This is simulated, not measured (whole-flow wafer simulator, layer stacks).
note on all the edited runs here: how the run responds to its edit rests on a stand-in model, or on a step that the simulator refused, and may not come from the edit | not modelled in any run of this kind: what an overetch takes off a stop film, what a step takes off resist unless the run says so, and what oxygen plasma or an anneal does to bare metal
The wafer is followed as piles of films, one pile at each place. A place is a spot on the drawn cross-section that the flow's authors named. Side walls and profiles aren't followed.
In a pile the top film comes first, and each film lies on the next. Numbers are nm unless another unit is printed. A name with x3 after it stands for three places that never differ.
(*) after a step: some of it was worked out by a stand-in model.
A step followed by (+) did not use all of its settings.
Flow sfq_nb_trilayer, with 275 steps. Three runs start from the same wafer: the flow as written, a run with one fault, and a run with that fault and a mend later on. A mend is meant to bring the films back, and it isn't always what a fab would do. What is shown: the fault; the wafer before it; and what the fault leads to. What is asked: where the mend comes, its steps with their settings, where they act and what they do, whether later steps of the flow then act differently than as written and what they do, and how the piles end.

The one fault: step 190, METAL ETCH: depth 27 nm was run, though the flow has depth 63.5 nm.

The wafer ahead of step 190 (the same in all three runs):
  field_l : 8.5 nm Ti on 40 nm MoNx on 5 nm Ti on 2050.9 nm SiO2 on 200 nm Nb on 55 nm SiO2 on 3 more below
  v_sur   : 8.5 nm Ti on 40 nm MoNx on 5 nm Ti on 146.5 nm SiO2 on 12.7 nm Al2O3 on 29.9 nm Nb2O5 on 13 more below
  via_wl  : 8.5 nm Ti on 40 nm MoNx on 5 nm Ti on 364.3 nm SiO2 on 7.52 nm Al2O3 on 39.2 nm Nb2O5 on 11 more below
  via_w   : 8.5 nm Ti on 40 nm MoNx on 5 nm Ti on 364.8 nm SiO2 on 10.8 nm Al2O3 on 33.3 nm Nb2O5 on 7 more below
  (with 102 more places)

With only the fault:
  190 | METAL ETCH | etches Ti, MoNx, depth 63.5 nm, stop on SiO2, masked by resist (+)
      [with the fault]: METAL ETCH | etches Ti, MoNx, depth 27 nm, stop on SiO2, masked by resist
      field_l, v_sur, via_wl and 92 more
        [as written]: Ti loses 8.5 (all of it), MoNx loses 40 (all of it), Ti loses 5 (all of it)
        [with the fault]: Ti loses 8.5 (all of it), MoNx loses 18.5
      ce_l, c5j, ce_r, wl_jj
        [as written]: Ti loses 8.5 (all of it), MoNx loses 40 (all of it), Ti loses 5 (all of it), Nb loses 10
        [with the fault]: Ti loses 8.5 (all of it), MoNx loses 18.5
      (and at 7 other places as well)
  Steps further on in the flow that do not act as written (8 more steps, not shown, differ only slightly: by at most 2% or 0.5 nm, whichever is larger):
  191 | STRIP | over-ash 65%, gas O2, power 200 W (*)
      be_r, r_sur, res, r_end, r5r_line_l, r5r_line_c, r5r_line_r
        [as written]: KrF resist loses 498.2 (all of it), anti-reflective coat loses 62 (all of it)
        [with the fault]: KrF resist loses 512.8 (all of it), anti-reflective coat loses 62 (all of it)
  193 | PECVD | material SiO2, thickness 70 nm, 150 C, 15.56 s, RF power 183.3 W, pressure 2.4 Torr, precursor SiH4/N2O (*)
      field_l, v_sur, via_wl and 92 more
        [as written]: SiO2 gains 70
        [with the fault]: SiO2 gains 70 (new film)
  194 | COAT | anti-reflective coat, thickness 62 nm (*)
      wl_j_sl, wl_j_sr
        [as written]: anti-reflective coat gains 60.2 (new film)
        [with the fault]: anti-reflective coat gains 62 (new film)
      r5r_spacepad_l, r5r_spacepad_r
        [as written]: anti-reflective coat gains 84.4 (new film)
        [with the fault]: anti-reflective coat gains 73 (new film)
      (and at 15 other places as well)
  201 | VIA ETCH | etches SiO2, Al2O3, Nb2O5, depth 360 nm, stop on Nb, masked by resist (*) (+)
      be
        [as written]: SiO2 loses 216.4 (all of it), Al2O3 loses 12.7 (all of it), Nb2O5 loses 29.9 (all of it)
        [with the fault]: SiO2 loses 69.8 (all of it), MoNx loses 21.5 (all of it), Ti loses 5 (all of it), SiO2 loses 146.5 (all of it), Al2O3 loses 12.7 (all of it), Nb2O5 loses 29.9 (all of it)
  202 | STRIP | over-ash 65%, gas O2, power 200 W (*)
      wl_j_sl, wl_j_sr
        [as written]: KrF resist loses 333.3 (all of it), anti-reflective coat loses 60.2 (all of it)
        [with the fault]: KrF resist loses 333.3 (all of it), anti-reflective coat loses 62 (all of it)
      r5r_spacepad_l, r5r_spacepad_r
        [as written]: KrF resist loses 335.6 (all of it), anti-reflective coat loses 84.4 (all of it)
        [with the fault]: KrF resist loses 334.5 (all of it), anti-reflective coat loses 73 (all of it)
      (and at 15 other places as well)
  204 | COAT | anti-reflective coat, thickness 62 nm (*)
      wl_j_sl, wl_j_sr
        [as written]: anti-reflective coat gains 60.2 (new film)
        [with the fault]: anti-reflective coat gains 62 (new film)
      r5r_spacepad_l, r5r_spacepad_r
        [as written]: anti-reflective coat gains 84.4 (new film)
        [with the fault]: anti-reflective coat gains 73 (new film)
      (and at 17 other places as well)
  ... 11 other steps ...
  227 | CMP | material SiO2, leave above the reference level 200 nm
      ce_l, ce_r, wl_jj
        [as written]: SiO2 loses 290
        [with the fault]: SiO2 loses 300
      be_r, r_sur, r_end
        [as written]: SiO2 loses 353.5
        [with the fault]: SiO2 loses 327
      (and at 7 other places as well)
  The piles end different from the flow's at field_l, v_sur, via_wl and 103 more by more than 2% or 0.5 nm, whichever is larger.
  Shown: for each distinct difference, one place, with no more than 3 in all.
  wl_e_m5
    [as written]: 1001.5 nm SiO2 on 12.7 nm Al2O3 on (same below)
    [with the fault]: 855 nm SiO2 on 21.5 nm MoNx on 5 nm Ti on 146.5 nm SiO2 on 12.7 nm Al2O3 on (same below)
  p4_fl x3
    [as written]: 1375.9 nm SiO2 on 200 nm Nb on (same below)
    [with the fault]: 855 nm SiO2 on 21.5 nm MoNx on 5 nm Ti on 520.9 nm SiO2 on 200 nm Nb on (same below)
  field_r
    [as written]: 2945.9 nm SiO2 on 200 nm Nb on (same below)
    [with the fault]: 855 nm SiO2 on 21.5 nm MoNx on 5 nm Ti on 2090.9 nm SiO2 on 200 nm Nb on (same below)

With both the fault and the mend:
  The mend stands after step 191.
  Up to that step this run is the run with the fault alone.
  191a | COAT | anti-reflective coat, thickness 62 nm (*) (the flow's step 183 again)
      p4_fl x3, p4_w1 x9, p4_g1 x2 and 57 more
        anti-reflective coat gains 62 (new film)
      field_l, v_sur, via_wl, via_w, via_wr, via_sp, l0_sur, l0v
        anti-reflective coat gains 62.1 (new film)
      via_v, wire, be, be_sur, lsp_m, ln_m6, lsp_r
        anti-reflective coat gains 62.2 (new film)
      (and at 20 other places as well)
  191b | COAT | KrF resist, thickness 600 nm (*) (the flow's step 184 again)
      p4_fl x3, p4_w1 x9, p4_g1 x2 and 57 more
        KrF resist gains 600 (new film)
      field_l, v_sur, via_wl, via_w
        KrF resist gains 600.3 (new film)
      via_wr, via_sp, l0_sur, l0v
        KrF resist gains 600.4 (new film)
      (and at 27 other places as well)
  191c | SOFTBAKE | KrF resist (the flow's step 185 again)
      does not change any film at any place that is followed
  191d | EXPOSE | photomask R5, dose 12.12 mJ/cm2, NA 0.6, wavelength 248 nm (*) (the flow's step 186 again)
      does not change any film at any place that is followed
  191e | PEB | KrF resist, 90 s (the flow's step 187 again)
      field_l, v_sur, via_wl and 81 more
        KrF resist loses 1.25
      be_sur, gap, jj_sur and 12 more
        KrF resist loses 1.26
      be_r, r_sur, res, r_end
        KrF resist loses 1.23
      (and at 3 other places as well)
  191f | DEVELOP | KrF resist, thickness 600 nm, 60 s (the flow's step 188 again)
      p4_fl x3, p4_w1 x9, p4_g1 x2 and 57 more
        KrF resist loses 598.7 (all of it)
      be_r, r_sur, res, r_end, r5r_line_l, r5r_line_c, r5r_line_r
        KrF resist loses 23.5
      v_sur, via_wl, via_w, via_wr, via_sp, l0v
        KrF resist loses 599.1 (all of it)
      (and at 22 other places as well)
  191g | METAL ETCH | etches anti-reflective coat, depth 125 nm, masked by resist (*) (+) (the flow's step 189 again)
      p4_fl x3, p4_w1 x9, p4_g1 x2 and 57 more
        anti-reflective coat loses 62 (all of it)
      field_l, v_sur, via_wl, via_w, via_wr, via_sp, l0_sur, l0v
        anti-reflective coat loses 62.1 (all of it)
      via_v, wire, be, be_sur, lsp_m, ln_m6, lsp_r
        anti-reflective coat loses 62.2 (all of it)
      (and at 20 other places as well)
  191h | METAL ETCH | etches Ti, MoNx, depth 36.5 nm, stop on SiO2, masked by resist (+) (the flow's step 190 again, with other settings)
      field_l, v_sur, via_wl and 92 more
        MoNx loses 21.5 (all of it), Ti loses 5 (all of it)
      be_r, r_sur, res, r_end, r5r_line_l, r5r_line_c, r5r_line_r
        KrF resist loses 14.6
      ce_l, c5j, ce_r, wl_jj
        MoNx loses 21.5 (all of it), Ti loses 5 (all of it), Nb loses 10
  191i | STRIP | over-ash 65%, gas O2, power 200 W (*) (the flow's step 191 again)
      r5r_line_l, r5r_line_c, r5r_line_r
        KrF resist loses 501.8 (all of it), anti-reflective coat loses 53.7 (all of it)
      be_r
        KrF resist loses 497.9 (all of it), anti-reflective coat loses 57.3 (all of it)
      r_sur
        KrF resist loses 497.7 (all of it), anti-reflective coat loses 59.6 (all of it)
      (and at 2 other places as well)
  None of the later steps of the flow acts differently than as written at any place that is followed.
  The piles end the same as the flow's at every place that both follow.
